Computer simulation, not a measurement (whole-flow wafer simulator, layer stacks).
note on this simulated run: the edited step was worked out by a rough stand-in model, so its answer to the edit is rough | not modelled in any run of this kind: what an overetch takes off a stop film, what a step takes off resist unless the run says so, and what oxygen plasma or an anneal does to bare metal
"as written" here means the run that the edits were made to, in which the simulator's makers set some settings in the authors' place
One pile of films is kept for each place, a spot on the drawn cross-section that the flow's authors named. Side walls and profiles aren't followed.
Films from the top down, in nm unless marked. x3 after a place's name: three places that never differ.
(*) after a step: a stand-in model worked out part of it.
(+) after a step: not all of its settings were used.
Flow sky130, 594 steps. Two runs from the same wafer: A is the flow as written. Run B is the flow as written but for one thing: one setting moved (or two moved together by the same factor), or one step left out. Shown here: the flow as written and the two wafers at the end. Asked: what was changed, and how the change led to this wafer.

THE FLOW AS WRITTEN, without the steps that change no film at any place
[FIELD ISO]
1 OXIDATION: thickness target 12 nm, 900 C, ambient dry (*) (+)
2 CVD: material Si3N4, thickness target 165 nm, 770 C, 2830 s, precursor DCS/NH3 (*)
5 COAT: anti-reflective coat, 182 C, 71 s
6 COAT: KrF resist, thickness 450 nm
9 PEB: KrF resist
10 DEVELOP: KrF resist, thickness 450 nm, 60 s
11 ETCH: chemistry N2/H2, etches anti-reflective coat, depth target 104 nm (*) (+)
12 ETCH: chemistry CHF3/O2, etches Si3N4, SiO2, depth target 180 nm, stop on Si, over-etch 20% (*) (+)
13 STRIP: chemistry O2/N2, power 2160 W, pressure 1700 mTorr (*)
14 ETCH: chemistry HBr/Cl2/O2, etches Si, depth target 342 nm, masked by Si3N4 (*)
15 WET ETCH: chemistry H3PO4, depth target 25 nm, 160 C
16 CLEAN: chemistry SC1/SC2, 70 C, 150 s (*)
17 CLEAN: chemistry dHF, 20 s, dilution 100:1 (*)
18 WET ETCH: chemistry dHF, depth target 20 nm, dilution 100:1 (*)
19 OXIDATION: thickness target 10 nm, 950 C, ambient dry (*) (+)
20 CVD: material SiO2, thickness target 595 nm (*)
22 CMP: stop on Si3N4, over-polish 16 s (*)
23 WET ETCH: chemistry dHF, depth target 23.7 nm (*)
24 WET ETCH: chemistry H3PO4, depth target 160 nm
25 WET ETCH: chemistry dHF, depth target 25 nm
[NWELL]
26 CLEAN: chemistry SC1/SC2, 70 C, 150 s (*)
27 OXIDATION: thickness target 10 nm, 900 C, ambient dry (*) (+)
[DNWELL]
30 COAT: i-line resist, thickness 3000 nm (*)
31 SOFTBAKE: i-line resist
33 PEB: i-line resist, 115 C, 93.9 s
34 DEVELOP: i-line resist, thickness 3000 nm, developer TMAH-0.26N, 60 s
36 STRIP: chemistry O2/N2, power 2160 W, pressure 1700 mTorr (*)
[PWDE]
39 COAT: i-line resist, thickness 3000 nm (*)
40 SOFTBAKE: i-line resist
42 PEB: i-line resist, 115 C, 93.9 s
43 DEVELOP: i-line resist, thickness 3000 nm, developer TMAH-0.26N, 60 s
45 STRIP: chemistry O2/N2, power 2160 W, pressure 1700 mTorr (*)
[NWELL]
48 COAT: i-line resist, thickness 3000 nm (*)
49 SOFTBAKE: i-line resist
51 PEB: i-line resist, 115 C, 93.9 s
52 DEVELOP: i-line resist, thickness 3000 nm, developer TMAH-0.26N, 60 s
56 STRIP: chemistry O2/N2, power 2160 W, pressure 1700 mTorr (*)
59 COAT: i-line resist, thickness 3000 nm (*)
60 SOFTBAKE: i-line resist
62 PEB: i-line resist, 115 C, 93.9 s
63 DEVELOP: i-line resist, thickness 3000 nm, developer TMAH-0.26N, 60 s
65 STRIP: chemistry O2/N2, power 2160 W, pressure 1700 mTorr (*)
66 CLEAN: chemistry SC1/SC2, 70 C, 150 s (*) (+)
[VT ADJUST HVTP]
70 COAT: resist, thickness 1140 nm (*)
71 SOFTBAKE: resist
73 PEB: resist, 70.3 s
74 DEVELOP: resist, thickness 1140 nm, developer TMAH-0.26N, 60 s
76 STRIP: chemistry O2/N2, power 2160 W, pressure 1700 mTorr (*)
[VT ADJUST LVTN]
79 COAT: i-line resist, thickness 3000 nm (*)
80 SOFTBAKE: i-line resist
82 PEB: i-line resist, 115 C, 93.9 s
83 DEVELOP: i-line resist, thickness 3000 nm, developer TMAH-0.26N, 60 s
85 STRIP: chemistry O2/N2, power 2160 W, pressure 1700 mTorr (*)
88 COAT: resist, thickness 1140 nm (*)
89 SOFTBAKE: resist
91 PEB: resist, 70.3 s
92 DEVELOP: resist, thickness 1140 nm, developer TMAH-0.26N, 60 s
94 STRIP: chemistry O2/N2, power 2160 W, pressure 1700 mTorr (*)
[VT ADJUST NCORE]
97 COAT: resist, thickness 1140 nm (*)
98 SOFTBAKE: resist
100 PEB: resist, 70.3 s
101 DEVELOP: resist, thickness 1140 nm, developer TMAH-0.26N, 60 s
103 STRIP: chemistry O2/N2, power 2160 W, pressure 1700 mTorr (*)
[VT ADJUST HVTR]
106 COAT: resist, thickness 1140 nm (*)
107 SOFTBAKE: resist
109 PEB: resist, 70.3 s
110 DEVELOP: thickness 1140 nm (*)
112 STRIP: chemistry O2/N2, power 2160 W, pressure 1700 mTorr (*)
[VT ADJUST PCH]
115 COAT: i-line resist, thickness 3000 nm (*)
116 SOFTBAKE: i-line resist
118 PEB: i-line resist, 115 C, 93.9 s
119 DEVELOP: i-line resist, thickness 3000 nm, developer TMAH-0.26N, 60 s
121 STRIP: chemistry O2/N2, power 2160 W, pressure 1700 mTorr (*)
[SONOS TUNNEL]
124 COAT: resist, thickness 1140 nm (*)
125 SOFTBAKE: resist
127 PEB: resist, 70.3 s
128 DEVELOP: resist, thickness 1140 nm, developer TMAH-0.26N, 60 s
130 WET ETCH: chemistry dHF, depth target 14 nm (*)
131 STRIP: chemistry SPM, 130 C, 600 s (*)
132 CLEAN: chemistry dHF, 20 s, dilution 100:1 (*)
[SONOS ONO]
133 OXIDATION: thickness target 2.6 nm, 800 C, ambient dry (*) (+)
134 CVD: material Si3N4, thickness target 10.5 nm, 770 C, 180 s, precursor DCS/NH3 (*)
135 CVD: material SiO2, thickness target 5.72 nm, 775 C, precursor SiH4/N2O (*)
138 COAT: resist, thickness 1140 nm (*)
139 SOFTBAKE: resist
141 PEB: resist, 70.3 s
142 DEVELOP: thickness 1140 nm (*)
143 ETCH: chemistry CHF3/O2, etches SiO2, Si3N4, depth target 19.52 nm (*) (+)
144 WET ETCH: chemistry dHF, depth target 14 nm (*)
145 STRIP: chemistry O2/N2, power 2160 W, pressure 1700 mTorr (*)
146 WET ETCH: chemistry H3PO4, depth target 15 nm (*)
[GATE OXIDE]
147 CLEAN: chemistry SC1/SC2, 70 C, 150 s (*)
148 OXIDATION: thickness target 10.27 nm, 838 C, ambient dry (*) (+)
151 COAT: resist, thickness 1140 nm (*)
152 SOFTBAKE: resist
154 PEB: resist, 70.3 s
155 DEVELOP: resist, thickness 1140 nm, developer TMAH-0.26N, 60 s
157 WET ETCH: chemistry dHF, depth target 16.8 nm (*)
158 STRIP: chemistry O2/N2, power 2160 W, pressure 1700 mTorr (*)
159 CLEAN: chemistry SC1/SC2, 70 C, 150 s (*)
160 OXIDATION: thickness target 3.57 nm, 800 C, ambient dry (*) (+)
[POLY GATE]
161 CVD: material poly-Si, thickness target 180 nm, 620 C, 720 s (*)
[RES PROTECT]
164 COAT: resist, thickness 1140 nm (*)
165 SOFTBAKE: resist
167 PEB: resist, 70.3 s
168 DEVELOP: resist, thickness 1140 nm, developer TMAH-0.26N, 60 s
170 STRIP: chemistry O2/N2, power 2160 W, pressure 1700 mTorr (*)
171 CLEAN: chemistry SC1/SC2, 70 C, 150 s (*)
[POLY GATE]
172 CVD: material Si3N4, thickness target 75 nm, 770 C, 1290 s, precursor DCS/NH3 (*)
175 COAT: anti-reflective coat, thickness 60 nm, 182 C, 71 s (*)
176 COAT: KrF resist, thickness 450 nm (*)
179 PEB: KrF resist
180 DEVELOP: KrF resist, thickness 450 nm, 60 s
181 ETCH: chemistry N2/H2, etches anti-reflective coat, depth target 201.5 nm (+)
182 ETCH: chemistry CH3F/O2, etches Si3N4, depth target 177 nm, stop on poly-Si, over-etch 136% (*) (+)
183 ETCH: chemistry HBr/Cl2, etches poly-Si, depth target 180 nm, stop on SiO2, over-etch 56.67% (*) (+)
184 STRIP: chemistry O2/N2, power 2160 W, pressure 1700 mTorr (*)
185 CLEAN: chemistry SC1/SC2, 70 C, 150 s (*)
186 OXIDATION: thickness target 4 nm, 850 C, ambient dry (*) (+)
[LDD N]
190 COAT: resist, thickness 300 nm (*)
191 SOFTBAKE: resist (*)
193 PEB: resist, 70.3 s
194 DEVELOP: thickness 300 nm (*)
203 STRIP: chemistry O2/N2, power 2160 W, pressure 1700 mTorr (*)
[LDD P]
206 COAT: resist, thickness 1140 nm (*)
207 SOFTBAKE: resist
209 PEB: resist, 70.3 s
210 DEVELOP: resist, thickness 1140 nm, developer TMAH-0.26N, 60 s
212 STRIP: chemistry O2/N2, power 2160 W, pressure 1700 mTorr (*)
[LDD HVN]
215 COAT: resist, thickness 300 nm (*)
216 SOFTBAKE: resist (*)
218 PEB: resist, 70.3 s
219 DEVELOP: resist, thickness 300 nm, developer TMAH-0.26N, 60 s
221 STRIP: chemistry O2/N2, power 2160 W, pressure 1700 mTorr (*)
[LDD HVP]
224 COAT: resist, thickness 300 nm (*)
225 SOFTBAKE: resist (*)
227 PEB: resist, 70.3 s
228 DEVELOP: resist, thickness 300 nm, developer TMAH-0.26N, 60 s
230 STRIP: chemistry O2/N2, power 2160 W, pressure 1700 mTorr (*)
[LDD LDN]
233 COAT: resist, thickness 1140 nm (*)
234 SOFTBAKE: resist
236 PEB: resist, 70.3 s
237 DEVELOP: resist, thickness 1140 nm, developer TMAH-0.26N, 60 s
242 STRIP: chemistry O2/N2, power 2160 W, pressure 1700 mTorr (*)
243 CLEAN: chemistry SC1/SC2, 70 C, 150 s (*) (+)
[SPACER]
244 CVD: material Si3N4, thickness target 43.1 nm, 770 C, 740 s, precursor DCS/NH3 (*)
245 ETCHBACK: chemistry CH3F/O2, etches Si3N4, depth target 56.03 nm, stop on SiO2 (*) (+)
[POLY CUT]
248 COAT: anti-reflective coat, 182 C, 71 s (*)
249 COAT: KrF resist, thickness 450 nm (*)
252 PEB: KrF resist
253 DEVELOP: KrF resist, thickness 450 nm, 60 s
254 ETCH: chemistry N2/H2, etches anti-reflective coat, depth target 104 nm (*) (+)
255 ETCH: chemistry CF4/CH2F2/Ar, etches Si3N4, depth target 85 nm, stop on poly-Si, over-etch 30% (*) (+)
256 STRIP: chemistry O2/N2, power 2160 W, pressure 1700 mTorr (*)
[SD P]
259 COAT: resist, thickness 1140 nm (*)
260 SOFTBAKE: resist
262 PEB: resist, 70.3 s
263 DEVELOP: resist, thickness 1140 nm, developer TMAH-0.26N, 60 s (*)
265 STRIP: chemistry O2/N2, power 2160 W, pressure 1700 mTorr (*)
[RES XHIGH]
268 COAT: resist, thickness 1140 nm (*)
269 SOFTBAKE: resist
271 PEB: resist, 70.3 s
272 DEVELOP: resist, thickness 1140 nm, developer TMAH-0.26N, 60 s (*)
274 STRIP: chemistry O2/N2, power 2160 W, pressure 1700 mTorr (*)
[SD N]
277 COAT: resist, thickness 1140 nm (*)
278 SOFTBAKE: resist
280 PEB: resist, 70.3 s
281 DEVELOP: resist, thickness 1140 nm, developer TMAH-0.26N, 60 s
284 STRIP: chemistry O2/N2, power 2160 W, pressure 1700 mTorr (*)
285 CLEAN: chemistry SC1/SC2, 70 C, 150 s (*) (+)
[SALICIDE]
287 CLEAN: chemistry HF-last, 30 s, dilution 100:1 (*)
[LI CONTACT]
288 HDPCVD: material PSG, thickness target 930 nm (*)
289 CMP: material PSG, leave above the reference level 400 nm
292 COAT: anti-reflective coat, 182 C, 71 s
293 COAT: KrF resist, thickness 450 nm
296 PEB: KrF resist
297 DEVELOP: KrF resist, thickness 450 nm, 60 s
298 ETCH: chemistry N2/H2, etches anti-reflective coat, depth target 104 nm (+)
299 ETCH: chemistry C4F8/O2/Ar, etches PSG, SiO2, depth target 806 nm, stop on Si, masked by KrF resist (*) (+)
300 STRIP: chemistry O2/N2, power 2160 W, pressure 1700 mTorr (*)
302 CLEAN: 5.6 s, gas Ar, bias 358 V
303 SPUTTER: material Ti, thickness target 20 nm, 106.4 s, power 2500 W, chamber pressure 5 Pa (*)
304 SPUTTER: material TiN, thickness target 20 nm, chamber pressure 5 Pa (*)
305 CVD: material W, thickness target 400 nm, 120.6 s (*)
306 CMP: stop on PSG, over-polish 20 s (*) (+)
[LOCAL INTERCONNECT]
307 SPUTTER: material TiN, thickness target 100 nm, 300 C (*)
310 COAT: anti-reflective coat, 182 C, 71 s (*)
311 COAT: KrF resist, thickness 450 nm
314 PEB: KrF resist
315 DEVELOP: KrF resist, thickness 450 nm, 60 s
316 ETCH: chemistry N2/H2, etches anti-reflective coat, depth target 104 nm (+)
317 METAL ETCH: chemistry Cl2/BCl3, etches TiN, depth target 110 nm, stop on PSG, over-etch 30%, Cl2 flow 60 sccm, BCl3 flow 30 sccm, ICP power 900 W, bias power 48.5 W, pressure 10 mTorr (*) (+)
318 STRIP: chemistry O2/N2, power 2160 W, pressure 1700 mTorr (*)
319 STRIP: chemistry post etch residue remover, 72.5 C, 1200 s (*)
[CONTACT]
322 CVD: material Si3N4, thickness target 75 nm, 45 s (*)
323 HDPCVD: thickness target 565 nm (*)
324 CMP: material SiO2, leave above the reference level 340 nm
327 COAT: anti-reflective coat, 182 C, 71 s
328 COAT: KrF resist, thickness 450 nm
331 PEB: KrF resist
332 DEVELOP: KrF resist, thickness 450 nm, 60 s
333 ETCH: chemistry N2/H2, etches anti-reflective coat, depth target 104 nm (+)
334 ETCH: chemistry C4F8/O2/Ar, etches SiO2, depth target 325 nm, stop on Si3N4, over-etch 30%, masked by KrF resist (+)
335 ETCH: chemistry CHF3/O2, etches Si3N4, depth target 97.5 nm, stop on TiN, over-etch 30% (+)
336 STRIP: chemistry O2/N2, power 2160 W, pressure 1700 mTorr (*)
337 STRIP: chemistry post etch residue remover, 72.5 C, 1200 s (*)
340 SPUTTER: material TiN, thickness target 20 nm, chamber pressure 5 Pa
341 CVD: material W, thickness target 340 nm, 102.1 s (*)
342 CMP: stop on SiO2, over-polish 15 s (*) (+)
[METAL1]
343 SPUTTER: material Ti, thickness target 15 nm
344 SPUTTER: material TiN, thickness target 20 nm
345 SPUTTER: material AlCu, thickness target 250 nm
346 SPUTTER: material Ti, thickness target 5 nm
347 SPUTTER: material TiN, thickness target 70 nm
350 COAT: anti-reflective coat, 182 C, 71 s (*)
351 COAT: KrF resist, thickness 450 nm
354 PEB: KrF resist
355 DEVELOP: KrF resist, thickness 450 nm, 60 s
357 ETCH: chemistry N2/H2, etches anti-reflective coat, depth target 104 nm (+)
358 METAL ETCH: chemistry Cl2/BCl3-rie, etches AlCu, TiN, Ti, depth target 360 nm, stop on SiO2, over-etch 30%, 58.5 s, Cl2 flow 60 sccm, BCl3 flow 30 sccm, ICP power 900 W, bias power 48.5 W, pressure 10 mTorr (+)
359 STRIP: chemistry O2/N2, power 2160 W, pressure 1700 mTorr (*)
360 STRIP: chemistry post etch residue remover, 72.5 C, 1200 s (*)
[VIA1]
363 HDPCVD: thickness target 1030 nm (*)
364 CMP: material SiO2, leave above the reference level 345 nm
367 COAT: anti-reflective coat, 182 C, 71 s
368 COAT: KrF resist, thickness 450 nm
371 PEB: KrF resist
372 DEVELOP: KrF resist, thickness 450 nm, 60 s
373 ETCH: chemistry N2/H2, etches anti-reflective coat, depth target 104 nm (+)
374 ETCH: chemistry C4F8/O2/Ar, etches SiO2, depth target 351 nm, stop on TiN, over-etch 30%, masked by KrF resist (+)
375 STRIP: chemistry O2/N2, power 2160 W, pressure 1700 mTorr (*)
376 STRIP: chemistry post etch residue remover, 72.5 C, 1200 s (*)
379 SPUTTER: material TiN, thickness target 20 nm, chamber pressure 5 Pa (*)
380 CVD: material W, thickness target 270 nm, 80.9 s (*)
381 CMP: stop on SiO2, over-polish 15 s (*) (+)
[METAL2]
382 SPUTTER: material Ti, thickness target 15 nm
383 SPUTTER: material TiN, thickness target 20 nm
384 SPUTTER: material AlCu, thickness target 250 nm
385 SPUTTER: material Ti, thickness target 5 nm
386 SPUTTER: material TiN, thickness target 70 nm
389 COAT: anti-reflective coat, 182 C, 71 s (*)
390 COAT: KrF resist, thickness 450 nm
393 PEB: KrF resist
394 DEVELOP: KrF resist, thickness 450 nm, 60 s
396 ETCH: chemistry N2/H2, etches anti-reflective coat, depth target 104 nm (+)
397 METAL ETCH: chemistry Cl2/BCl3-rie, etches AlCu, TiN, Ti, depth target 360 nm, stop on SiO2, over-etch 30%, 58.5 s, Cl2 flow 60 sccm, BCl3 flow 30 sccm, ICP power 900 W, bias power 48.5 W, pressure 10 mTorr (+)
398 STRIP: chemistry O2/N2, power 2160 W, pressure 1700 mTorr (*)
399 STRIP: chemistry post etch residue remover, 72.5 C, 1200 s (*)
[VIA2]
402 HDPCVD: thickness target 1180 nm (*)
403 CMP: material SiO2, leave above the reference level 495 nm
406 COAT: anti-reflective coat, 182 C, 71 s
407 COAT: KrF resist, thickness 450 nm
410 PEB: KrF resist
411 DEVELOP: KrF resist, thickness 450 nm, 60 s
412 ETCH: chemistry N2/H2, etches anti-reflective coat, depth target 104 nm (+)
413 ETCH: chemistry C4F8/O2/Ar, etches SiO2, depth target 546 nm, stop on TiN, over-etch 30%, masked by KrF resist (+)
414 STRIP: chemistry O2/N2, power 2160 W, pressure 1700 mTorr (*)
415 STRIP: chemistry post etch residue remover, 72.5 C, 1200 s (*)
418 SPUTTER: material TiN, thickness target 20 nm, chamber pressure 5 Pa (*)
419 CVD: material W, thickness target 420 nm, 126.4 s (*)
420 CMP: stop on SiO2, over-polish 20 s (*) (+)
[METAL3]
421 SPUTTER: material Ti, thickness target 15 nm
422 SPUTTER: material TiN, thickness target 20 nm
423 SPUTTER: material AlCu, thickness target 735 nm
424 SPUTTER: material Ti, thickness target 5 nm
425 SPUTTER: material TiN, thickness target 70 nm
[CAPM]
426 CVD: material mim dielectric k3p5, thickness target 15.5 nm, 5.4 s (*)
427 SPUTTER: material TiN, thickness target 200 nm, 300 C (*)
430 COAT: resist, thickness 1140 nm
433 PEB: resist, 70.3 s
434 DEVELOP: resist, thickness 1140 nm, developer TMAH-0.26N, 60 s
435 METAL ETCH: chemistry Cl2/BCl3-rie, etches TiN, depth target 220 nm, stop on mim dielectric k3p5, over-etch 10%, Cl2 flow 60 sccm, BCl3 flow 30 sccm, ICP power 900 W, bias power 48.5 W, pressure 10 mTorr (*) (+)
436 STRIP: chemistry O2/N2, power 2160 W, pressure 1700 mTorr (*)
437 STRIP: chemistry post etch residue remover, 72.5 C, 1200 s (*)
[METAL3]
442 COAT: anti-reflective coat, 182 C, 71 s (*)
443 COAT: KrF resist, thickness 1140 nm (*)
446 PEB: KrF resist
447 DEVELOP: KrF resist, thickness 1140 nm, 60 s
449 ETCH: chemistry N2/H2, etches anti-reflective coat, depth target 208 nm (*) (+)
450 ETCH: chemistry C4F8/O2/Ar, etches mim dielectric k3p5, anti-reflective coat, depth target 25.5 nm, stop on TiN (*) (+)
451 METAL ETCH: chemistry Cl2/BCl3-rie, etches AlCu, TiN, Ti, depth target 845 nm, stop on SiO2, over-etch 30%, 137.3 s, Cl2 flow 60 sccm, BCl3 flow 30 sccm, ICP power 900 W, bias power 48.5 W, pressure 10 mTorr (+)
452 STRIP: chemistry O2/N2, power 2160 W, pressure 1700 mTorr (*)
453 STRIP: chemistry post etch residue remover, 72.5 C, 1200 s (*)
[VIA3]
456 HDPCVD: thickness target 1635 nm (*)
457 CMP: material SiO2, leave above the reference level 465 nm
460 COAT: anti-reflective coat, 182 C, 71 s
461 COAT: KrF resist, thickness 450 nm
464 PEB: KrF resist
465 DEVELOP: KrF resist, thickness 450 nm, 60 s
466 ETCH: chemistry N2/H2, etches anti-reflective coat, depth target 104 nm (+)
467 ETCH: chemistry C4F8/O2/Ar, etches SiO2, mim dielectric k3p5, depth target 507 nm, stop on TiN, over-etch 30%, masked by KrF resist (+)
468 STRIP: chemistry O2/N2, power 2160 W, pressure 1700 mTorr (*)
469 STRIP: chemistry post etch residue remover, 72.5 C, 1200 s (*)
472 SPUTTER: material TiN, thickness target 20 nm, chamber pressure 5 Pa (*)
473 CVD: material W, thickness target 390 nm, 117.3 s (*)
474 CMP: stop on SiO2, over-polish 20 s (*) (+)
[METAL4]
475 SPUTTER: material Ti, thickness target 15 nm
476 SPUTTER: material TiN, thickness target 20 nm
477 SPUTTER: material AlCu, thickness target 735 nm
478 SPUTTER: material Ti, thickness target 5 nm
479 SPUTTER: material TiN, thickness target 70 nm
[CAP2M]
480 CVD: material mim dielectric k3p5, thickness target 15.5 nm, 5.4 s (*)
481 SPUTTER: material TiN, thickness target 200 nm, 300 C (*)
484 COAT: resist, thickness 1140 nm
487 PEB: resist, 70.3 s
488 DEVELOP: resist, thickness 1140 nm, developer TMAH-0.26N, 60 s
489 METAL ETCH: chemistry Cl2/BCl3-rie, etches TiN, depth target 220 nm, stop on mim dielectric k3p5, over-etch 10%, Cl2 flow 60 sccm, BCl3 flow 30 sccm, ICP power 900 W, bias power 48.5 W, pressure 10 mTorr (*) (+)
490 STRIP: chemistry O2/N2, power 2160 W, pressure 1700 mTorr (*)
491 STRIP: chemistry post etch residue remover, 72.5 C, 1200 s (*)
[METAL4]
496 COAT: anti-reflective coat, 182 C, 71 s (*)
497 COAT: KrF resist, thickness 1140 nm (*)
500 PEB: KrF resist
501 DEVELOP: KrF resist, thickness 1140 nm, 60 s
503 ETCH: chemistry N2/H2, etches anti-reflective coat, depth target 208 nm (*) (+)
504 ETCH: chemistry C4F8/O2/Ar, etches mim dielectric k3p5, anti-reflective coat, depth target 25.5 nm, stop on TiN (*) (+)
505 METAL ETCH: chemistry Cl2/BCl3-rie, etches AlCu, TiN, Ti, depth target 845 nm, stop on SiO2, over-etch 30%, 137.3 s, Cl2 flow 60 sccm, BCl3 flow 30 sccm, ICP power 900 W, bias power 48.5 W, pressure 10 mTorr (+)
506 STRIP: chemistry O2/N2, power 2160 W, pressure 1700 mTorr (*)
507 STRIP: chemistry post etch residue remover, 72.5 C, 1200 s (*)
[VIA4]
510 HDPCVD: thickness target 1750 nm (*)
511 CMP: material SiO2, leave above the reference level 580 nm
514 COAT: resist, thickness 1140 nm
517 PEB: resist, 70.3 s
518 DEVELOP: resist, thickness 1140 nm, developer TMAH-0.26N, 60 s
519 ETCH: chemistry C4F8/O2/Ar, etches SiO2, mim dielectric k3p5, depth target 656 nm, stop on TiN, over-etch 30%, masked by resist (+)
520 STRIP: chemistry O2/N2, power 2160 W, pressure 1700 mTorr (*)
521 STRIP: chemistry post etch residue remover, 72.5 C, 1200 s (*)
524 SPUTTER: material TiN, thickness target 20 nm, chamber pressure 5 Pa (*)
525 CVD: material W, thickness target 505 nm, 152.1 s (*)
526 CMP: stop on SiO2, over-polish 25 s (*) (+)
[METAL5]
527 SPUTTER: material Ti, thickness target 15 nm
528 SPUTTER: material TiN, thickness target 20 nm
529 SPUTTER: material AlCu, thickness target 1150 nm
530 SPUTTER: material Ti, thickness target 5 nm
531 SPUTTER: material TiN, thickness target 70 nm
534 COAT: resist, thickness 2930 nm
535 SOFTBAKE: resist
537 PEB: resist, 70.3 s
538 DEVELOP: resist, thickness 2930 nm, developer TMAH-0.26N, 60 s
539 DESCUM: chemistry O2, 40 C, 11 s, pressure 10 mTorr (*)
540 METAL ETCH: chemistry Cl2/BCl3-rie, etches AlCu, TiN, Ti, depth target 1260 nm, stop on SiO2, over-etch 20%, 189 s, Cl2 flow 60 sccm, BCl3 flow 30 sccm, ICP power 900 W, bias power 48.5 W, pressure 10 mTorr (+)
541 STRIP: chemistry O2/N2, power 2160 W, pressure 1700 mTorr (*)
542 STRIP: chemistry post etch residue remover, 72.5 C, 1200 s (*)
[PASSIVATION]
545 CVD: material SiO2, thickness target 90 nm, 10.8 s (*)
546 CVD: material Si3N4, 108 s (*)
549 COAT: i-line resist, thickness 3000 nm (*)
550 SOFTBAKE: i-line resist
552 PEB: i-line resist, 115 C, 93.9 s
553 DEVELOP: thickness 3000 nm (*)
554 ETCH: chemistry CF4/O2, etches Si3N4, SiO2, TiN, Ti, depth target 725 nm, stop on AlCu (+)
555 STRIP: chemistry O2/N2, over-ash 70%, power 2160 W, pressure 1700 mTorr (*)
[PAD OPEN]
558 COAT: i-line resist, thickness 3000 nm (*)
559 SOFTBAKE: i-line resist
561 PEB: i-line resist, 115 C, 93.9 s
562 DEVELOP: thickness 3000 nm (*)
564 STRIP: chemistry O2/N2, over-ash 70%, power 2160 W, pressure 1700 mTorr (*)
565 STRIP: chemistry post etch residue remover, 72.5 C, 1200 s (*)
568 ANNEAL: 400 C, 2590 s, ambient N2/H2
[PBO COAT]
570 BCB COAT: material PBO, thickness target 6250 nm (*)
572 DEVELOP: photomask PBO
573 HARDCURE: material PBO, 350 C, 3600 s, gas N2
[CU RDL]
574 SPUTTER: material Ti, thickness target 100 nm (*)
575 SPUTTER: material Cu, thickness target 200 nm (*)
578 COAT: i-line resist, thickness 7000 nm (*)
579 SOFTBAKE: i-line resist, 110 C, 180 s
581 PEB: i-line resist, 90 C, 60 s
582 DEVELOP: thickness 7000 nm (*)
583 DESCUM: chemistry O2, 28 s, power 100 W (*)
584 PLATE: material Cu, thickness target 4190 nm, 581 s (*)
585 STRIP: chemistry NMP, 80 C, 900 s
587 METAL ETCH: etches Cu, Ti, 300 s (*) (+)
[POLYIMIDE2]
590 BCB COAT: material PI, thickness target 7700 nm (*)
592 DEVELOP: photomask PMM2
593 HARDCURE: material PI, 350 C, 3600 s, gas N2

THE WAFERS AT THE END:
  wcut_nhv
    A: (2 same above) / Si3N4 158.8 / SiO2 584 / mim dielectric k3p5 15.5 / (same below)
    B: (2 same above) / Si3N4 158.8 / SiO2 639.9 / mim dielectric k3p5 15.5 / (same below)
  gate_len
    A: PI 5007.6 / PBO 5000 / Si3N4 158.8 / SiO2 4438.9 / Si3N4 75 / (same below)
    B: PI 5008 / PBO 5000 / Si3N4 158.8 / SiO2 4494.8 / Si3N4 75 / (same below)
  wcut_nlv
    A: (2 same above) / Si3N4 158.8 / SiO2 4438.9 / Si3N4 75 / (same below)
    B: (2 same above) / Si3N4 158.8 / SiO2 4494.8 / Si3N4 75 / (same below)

The cause: step 545, CVD: thickness target 130 nm was run, where the flow has thickness target 90 nm; step 545, CVD: 15.7 s was run, where the flow has 10.8 s.

How the change led to this, step by step:
  545 CVD: material SiO2, thickness target 90 nm, 10.8 s (*)
      field, active, gate and 175 more: A SiO2 +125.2 | B SiO2 +181.1
      n_well, p_well, sd_n and 12 more: A SiO2 +125.2 (new film) | B SiO2 +181.1 (new film)
  550 SOFTBAKE: i-line resist
      active: A i-line resist +12 | B i-line resist +13.2
      gate: A i-line resist -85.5 | B i-line resist -88.7
      (and at 59 more places)
  554 ETCH: chemistry CF4/O2, etches Si3N4, SiO2, TiN, Ti, depth target 725 nm, stop on AlCu (+)
      field, active, n_well and 189 more: A i-line resist -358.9 | B i-line resist -414.8
      pad: A Si3N4 -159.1 (all of it), SiO2 -125.2 (all of it), TiN -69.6 (all of it), Ti -5 (all of it) | B Si3N4 -159.1 (all of it), SiO2 -181.1 (all of it), TiN -69.6 (all of it), Ti -5 (all of it)
  555 STRIP: chemistry O2/N2, over-ash 70%, power 2160 W, pressure 1700 mTorr (*)
      gate_hv, dice_street, iso_guard and 83 more: A i-line resist -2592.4 (all of it) | B i-line resist -2536.5 (all of it)
      n_well, p_well, sd_n, sd_p: A i-line resist -1340.8 (all of it) | B i-line resist -1284.9 (all of it)
      (and at 76 more places)
  558 COAT: i-line resist, thickness 3000 nm (*)
      pad: A i-line resist +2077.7 (new film) | B i-line resist +2134 (new film)
  559 SOFTBAKE: i-line resist
      field: A i-line resist +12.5 | B i-line resist +13.8
      active: A i-line resist +12 | B i-line resist +13.2
      (and at 66 more places)
  561 PEB: i-line resist, 115 C, 93.9 s
      pad: A i-line resist -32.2 | B i-line resist -33.2
  562 DEVELOP: thickness 3000 nm (*)
      pad: A i-line resist -2045.5 (all of it) | B i-line resist -2100.8 (all of it)
  578 COAT: i-line resist, thickness 7000 nm (*)
      pad: A i-line resist +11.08 um (new film) | B i-line resist +11.14 um (new film)
  579 SOFTBAKE: i-line resist, 110 C, 180 s
      mim, vcap_hvt: A i-line resist -16.8 | B i-line resist -17.8
      ndiff_licon_rim, ndiff_licon: A i-line resist -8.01 | B i-line resist -8.7
      (and at 25 more places)
  582 DEVELOP: thickness 7000 nm (*)
      pad: A i-line resist -11.08 um (all of it) | B i-line resist -11.14 um (all of it)
